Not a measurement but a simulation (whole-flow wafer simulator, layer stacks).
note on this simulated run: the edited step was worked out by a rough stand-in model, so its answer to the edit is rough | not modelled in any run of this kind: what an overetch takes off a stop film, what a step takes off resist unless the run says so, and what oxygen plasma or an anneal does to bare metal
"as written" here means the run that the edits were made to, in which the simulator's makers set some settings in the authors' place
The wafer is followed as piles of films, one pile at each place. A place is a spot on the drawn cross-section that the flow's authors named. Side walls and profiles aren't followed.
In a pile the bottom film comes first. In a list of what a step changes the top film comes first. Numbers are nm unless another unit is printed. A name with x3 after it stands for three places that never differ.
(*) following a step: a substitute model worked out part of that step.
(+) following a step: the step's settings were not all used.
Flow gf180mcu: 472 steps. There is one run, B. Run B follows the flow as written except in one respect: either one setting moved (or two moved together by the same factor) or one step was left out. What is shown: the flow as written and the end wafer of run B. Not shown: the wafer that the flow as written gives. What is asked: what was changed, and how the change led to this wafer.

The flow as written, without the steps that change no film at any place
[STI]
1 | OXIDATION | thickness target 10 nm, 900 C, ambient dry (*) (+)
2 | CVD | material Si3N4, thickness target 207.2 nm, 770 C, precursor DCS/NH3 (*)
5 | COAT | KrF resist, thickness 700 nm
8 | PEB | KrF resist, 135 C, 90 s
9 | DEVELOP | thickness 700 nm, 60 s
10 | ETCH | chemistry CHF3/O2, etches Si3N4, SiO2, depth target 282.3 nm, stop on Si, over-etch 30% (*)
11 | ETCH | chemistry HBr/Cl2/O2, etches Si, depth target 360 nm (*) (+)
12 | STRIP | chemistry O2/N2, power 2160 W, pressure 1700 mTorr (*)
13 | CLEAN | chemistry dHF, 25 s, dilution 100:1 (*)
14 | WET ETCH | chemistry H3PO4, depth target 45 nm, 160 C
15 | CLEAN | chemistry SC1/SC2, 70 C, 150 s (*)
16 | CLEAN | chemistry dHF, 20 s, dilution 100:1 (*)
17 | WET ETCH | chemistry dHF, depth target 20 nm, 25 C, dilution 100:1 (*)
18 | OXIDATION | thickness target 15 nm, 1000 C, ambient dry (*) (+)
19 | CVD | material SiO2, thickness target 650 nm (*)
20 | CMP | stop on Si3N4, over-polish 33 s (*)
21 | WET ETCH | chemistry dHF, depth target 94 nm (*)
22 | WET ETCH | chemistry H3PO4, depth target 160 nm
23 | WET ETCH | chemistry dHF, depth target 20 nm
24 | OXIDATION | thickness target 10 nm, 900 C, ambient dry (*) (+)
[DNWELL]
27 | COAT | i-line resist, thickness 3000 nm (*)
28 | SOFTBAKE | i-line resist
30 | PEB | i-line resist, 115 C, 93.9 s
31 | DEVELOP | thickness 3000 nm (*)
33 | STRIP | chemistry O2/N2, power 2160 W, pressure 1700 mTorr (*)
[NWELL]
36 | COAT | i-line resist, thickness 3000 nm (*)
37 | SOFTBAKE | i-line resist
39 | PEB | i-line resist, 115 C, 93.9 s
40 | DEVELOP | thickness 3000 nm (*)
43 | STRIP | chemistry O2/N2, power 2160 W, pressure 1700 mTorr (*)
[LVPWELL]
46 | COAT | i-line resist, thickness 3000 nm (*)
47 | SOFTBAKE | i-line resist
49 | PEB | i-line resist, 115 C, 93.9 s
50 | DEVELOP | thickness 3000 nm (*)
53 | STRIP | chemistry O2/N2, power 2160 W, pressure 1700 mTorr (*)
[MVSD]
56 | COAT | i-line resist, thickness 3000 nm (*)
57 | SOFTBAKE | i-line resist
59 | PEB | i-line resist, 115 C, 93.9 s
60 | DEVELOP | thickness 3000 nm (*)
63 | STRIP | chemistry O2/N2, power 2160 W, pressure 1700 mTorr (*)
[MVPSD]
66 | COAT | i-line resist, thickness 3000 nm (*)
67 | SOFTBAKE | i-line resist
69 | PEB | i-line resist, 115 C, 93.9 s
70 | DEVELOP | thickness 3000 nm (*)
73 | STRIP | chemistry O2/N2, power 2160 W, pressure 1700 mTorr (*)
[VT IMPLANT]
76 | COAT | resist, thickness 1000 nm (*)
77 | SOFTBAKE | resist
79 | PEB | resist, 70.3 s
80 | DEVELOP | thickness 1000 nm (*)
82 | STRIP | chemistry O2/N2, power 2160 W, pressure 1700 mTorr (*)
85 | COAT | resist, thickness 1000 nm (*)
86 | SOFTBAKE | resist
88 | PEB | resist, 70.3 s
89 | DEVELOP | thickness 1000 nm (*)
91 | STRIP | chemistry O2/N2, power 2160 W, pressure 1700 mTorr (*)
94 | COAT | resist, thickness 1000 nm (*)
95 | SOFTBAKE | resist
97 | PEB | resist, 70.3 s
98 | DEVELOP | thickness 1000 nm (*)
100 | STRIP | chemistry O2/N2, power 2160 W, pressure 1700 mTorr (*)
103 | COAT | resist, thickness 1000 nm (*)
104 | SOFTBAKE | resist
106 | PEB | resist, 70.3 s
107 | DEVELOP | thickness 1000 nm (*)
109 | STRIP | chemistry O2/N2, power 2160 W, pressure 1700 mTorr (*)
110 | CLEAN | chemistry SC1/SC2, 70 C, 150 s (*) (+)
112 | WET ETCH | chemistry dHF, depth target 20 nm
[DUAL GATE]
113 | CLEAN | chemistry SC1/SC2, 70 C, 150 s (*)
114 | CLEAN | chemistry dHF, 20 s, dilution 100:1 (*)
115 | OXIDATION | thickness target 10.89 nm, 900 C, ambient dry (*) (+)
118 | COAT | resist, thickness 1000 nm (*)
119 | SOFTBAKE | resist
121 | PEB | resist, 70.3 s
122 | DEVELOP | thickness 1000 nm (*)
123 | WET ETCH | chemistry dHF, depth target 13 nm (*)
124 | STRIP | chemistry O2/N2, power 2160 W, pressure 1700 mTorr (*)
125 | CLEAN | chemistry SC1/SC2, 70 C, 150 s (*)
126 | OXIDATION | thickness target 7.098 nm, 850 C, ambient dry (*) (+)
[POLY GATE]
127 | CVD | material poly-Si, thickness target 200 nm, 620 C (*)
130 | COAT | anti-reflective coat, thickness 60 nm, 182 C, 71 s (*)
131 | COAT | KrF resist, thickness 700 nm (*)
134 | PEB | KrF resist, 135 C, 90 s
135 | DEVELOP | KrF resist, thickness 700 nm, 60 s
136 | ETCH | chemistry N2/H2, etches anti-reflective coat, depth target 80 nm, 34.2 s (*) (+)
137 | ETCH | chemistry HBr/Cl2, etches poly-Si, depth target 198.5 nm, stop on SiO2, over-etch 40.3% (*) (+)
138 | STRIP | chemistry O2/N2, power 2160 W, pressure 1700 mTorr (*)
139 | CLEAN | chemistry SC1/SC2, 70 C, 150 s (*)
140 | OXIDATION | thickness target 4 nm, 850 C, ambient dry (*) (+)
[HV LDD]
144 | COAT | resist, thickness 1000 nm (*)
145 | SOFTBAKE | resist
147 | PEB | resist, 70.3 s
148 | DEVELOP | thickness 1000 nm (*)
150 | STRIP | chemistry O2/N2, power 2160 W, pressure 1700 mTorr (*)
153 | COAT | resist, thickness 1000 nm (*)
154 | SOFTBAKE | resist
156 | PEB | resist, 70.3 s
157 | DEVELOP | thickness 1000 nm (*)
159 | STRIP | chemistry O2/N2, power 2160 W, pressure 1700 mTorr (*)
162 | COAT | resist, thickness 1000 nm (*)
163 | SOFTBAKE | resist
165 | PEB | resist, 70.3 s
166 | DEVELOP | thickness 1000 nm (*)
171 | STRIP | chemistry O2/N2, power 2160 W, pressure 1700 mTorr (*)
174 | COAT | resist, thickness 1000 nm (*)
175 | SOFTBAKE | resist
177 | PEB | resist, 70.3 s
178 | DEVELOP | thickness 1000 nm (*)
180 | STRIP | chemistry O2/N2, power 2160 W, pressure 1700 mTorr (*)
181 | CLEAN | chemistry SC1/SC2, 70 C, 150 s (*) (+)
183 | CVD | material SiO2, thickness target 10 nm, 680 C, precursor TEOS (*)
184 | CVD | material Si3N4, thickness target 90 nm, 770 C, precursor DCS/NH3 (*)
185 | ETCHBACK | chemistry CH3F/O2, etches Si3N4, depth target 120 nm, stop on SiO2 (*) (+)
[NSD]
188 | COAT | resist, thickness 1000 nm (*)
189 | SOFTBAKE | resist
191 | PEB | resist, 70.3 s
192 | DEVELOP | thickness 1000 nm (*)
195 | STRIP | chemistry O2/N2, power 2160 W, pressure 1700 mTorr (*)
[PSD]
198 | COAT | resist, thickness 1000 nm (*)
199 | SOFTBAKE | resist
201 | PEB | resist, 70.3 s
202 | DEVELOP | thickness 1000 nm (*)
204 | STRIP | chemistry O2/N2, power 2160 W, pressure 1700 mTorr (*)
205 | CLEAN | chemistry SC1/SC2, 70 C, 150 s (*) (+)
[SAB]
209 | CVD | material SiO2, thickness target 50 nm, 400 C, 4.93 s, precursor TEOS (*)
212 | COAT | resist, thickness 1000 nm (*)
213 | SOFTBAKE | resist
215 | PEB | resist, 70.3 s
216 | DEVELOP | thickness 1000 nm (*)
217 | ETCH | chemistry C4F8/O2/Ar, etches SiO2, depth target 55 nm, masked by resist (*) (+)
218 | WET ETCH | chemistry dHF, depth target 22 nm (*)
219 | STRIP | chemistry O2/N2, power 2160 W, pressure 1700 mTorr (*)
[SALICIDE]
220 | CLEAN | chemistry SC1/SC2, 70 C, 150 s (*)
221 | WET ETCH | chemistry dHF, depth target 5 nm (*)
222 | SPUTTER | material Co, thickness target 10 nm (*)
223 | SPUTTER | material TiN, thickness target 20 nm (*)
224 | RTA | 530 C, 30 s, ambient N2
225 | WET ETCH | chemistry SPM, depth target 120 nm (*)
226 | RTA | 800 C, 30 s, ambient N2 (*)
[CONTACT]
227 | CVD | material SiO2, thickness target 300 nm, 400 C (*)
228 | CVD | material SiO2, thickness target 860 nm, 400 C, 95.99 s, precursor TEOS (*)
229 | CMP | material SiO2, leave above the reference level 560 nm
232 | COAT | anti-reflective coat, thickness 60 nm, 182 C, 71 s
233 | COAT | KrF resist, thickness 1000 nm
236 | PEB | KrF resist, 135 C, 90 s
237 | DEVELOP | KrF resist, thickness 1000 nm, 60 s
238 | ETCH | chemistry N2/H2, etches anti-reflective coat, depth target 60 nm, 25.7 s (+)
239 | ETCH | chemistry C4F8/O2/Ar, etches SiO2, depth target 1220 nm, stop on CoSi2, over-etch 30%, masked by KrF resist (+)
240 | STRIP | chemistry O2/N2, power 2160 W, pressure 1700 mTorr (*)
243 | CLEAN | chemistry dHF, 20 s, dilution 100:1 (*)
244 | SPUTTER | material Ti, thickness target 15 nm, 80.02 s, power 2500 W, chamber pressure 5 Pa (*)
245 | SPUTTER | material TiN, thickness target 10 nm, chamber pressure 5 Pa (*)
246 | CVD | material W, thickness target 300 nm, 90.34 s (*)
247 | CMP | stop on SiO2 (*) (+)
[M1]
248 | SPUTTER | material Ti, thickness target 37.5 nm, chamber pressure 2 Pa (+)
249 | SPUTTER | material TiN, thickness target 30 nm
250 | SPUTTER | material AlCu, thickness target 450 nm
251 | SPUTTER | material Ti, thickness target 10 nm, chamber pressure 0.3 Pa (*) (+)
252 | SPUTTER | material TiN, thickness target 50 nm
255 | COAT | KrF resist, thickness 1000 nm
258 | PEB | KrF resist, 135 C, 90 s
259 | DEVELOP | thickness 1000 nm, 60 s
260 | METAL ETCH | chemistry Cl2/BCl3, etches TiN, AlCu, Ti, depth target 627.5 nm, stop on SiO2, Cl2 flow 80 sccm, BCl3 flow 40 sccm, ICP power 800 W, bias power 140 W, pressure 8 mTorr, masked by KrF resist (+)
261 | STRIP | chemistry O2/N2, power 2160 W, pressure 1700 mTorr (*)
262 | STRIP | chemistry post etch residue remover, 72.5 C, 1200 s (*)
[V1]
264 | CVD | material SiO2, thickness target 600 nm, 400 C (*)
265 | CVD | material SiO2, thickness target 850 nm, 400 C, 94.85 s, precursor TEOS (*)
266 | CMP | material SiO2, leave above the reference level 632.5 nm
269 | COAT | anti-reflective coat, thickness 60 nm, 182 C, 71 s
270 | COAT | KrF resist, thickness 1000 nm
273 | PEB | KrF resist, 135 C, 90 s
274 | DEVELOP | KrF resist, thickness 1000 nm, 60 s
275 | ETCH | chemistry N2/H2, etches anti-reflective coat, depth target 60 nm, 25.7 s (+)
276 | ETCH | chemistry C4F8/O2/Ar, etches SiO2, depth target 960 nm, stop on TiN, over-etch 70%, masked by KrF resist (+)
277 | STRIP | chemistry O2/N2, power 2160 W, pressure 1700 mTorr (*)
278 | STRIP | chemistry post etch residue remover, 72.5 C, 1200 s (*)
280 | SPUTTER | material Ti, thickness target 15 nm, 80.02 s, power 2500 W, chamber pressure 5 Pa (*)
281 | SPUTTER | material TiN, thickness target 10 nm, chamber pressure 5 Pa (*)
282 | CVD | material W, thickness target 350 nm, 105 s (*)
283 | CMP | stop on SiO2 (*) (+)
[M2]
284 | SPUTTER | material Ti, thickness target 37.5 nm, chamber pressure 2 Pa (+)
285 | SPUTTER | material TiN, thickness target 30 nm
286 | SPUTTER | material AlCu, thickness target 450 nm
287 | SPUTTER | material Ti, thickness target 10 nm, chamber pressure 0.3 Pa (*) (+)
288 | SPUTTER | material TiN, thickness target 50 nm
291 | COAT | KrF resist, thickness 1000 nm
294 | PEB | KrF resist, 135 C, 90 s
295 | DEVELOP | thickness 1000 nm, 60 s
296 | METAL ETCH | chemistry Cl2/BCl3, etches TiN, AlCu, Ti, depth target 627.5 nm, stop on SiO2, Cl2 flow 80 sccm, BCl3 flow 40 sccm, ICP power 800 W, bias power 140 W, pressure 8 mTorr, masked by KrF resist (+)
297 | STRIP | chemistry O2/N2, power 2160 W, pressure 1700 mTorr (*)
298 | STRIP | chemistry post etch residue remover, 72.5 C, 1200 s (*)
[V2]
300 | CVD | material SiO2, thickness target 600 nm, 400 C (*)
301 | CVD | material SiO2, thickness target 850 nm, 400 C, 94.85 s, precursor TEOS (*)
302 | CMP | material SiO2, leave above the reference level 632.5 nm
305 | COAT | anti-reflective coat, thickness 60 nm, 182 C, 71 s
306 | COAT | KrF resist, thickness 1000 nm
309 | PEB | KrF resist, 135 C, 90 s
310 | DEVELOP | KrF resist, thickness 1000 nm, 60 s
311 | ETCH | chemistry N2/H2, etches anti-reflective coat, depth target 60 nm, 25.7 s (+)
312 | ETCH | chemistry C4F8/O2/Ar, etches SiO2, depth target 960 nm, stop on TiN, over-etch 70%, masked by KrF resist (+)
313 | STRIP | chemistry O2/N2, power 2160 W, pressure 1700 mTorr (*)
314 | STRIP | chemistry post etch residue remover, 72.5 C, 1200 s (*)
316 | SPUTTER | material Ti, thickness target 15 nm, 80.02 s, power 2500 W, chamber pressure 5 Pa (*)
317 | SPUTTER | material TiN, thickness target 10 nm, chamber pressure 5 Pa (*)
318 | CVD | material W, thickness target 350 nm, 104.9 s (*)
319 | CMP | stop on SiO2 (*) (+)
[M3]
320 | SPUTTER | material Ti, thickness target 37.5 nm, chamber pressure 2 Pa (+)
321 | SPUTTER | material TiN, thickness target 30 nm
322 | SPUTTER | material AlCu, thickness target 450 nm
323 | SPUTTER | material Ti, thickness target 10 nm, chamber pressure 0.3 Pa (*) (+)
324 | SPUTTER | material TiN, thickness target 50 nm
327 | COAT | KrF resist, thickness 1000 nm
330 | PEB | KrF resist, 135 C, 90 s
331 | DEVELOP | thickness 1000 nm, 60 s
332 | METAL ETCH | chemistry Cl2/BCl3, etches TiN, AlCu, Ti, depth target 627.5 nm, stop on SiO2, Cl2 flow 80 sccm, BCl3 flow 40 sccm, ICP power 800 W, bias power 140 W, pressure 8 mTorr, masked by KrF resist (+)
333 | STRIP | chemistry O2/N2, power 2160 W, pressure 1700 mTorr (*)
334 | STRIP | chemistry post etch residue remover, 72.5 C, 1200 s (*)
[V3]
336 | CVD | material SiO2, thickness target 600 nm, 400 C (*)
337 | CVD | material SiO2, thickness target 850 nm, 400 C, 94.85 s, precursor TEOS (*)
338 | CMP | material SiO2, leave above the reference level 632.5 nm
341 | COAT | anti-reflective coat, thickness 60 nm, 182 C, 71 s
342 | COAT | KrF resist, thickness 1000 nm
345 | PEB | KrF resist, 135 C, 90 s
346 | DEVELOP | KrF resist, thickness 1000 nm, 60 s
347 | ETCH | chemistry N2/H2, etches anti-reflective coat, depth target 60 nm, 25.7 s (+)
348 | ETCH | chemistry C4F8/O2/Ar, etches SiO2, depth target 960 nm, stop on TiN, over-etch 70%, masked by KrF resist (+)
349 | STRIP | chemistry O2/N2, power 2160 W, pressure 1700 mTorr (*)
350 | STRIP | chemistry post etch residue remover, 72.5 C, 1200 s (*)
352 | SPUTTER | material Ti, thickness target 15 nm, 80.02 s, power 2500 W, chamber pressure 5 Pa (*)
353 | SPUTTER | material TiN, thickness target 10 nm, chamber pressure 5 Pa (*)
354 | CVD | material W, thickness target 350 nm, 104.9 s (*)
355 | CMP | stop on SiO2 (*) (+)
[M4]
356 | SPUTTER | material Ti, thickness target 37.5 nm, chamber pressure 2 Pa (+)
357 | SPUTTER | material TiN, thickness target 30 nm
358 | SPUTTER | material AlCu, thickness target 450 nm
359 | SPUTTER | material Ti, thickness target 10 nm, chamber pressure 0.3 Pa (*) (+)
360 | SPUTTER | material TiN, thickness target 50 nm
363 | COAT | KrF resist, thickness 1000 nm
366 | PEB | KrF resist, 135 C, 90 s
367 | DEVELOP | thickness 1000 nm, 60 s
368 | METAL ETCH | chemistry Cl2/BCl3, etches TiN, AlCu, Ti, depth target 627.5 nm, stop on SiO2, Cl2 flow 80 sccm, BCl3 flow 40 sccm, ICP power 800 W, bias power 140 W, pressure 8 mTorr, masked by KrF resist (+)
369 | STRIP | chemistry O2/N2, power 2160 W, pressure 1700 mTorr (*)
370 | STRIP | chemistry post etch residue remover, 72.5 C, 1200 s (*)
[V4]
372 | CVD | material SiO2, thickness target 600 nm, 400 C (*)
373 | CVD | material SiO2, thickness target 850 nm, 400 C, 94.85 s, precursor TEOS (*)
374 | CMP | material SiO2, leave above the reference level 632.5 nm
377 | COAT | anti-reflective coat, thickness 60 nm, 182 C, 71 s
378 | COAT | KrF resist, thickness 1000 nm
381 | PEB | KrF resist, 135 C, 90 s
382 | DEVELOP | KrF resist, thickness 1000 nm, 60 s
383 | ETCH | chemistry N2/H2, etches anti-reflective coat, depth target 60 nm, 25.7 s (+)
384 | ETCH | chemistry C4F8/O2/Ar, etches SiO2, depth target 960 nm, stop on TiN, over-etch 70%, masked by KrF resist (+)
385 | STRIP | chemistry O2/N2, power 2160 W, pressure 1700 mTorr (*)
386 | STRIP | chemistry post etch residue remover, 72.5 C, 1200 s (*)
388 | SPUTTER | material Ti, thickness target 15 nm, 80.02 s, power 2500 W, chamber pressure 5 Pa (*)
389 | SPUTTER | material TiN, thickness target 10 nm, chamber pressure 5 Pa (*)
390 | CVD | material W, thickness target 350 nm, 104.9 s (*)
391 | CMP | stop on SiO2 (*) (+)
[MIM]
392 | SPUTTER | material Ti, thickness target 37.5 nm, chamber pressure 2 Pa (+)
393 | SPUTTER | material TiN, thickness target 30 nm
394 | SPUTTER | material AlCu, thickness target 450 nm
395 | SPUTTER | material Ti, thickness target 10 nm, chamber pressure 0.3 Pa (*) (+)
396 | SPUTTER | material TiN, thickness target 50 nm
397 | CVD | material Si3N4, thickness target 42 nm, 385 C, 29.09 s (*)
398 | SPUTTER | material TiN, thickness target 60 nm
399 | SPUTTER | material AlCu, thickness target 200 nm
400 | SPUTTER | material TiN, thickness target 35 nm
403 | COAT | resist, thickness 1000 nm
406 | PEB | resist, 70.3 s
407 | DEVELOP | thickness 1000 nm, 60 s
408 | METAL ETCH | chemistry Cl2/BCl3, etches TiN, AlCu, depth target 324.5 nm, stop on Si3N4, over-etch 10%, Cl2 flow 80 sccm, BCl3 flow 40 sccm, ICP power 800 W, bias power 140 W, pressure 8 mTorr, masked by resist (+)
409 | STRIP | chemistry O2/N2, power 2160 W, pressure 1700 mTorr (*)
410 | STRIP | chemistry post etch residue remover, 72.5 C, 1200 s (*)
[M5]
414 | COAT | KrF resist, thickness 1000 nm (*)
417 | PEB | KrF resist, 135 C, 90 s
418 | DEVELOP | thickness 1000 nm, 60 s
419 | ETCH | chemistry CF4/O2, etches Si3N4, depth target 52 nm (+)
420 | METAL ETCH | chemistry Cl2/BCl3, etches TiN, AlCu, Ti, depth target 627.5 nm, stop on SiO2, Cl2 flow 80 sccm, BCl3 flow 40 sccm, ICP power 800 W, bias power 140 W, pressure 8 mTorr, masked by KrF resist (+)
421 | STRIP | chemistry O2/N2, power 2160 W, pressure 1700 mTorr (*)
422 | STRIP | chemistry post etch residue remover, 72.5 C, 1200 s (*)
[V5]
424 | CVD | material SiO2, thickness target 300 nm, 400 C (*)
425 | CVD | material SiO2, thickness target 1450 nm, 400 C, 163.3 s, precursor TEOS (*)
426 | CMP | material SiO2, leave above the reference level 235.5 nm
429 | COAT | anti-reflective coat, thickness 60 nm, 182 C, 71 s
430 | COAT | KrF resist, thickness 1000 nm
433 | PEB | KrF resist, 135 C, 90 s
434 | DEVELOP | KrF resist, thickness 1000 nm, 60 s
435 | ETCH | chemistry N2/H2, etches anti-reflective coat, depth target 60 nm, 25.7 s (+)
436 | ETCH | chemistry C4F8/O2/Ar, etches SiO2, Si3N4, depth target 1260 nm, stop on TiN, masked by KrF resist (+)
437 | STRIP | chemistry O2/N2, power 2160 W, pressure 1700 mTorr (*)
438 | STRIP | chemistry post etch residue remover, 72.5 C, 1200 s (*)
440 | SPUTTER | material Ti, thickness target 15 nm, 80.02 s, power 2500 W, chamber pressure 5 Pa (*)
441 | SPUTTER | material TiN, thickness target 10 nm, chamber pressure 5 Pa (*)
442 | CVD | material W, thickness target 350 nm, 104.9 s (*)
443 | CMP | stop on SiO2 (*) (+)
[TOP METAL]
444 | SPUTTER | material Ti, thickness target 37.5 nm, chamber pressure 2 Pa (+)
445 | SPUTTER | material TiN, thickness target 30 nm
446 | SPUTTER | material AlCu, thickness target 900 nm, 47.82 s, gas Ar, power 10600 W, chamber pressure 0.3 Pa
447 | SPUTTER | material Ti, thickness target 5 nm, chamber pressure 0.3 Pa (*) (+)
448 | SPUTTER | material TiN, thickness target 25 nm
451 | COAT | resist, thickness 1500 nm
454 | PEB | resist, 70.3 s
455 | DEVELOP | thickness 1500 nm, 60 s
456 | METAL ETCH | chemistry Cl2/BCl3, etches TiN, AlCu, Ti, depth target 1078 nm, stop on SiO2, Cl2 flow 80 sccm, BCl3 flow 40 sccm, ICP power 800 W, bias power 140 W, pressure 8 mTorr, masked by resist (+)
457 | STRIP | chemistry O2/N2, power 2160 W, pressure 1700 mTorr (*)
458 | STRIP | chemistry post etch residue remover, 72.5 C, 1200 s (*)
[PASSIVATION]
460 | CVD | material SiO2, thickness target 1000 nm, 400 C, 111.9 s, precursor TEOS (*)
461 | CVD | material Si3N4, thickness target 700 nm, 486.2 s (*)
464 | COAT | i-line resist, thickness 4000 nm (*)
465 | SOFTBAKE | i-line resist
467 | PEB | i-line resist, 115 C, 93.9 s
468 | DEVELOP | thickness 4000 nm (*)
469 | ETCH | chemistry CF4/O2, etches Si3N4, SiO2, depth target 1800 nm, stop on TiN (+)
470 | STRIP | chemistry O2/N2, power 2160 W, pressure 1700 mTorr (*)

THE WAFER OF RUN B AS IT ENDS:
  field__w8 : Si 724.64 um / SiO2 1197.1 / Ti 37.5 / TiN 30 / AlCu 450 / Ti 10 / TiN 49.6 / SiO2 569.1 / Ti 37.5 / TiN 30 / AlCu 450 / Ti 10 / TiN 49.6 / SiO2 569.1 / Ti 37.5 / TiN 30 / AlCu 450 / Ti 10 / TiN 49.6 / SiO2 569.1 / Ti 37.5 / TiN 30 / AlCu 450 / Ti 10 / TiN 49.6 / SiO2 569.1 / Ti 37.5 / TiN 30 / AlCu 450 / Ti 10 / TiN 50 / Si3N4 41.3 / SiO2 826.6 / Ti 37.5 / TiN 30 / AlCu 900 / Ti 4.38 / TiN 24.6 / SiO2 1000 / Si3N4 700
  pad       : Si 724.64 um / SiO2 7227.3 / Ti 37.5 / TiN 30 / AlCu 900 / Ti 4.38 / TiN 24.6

Cause: step 447, SPUTTER: thickness target 4.38 nm was run, while the flow as written has thickness target 5 nm.
One can read it off the wafer: field__w8 has Ti 4.38, and step 447 as written asks for 5 nm.

How this came from the change, step by step:
  447 | SPUTTER | material Ti, thickness target 5 nm, chamber pressure 0.3 Pa (*) (+)
      field, field__w1, field__w2 and 109 more: +4.38 Ti (new film) (it would be, as written: +5 Ti (new film))
  456 | METAL ETCH | chemistry Cl2/BCl3, etches TiN, AlCu, Ti, depth target 1078 nm, stop on SiO2, Cl2 flow 80 sccm, BCl3 flow 40 sccm, ICP power 800 W, bias power 140 W, pressure 8 mTorr, masked by resist (+)
      field, field__w1, field__w2 and 103 more: -25 TiN (all of it), -4.38 Ti (all of it), -900 AlCu (all of it), -30 TiN (all of it), -37.5 Ti (all of it) (it would be, as written: -25 TiN (all of it), -5 Ti (all of it), -900 AlCu (all of it), -30 TiN (all of it), -37.5 Ti (all of it))
